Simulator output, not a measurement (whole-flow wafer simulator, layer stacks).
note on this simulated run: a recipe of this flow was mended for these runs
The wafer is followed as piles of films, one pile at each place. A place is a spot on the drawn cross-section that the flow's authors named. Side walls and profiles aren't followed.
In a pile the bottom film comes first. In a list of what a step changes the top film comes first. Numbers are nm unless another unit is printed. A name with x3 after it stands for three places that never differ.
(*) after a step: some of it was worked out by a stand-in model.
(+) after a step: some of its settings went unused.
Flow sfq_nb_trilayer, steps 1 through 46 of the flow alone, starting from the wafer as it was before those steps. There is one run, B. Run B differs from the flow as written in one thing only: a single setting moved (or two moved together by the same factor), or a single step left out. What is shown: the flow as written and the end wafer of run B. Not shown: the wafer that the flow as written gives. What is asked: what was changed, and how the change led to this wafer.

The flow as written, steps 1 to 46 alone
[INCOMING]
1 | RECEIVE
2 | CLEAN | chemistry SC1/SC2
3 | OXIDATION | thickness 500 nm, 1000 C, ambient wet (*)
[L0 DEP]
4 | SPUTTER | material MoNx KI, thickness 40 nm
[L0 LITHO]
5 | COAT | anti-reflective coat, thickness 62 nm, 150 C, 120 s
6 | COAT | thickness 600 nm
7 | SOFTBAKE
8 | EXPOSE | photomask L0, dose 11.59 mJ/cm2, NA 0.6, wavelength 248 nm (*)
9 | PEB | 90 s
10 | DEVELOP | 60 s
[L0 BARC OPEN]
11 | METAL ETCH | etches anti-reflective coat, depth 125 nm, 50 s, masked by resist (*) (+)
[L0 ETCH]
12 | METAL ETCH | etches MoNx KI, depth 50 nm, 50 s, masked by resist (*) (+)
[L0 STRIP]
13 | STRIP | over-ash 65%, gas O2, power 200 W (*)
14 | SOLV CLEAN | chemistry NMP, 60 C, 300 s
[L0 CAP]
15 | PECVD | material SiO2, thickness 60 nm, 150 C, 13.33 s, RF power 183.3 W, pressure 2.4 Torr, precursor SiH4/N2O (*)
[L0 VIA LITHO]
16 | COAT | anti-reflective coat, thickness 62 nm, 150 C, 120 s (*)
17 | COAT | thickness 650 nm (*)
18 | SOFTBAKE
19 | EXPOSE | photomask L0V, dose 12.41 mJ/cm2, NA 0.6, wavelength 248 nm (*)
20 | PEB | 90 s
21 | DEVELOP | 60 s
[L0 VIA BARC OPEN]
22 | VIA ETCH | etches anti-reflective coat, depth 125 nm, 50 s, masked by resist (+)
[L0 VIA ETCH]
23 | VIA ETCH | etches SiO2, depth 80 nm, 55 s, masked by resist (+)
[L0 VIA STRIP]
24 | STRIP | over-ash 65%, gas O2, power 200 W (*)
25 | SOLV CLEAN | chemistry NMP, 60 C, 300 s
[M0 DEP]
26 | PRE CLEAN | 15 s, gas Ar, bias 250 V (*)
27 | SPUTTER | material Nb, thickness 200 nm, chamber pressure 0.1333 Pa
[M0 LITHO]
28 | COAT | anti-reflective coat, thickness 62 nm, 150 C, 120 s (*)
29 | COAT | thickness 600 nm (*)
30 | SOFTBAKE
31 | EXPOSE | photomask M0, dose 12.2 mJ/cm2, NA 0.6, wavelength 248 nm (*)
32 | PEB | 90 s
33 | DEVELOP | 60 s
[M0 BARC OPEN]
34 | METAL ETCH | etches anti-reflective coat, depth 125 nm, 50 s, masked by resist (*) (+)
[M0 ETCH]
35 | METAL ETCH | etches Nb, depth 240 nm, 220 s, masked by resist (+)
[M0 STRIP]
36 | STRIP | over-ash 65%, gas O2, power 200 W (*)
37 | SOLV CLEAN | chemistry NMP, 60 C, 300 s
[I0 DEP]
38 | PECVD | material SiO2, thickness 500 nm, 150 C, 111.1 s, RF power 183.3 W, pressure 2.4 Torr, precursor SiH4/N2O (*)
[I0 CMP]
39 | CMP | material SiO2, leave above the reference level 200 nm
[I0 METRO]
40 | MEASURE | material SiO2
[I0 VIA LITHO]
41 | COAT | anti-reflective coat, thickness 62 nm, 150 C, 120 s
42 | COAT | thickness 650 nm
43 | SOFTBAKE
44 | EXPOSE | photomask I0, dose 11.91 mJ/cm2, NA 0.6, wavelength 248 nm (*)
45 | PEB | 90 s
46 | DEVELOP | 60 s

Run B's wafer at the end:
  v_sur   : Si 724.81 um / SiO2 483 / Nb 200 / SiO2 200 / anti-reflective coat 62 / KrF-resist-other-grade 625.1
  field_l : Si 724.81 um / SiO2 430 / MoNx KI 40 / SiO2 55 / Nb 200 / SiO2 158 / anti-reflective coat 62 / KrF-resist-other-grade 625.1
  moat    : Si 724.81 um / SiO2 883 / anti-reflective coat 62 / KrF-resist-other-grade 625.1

What caused this: step 3, OXIDATION: thickness 430 nm was run, though the flow has thickness 500 nm.
One can read it off the wafer: field_l has SiO2 430, and step 3 as written asks for 500 nm.

Step by step, how the change led to this:
  3 | OXIDATION | thickness 500 nm, 1000 C, ambient wet (*)
      field_l, v_sur, via_wl and 103 more: SiO2 gains 430 (new film), chemical SiO2 loses 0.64 (all of it), Si loses 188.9 (it would be, as written: SiO2 gains 500 (new film), chemical SiO2 loses 0.64 (all of it), Si loses 219.7)
